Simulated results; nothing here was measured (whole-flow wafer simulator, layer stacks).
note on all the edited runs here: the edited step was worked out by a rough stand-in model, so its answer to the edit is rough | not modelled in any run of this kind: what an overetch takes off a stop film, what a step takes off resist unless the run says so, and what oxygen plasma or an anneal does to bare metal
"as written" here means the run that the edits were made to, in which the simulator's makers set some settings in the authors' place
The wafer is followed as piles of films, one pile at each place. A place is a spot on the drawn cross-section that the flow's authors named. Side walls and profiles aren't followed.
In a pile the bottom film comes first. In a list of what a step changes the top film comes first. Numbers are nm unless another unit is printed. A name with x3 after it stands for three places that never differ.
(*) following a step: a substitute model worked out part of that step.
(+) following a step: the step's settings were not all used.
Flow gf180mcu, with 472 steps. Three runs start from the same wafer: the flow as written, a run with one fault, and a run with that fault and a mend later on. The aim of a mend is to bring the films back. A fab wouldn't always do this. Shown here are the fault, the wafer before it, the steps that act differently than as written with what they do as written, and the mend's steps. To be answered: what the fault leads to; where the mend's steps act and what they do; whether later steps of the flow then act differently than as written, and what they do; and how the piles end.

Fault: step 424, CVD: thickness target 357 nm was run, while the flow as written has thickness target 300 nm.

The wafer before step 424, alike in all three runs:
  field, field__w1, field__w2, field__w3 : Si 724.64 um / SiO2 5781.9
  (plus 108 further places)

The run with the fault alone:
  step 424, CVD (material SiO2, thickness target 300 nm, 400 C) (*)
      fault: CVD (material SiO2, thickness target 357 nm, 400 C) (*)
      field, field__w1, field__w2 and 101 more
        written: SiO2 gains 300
        fault: SiO2 gains 357
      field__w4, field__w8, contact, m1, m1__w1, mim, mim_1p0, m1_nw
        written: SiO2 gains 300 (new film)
        fault: SiO2 gains 357 (new film)
  Steps further on in the flow that do not act as written (not shown: 2 more steps that differ only slightly, by at most 2% or 0.5 nm, whichever is larger):
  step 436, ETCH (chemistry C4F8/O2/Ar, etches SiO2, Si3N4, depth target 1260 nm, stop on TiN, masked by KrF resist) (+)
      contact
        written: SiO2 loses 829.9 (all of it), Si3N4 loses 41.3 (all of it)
        fault: SiO2 loses 886.9 (all of it), Si3N4 loses 41.3 (all of it)
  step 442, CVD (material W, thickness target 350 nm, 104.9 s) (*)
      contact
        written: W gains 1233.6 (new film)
        fault: W gains 1291 (new film)
  At field__w4, field__w8, contact, m1, m1__w1, mim, mim_1p0, m1_nw, the piles at the end differ from the flow's by more than 2% or 0.5 nm, whichever is larger.
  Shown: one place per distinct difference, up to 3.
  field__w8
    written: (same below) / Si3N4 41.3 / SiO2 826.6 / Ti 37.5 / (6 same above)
    fault: (same below) / Si3N4 41.3 / SiO2 883.6 / Ti 37.5 / (6 same above)
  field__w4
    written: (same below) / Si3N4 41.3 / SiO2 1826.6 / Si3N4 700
    fault: (same below) / Si3N4 41.3 / SiO2 1883.6 / Si3N4 700
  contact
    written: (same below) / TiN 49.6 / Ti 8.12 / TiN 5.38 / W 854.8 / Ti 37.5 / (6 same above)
    fault: (same below) / TiN 49.6 / Ti 7.86 / TiN 5.21 / W 912.2 / Ti 37.5 / (6 same above)

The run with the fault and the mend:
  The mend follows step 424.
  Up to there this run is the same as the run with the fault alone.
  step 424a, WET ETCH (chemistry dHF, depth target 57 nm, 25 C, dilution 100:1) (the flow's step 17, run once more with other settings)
      field, field__w1, field__w2 and 109 more
        SiO2 loses 57
  Every later step of the flow that is run acts as written at every place that is followed.
  At every place that both follow, the piles at the end match the flow's.
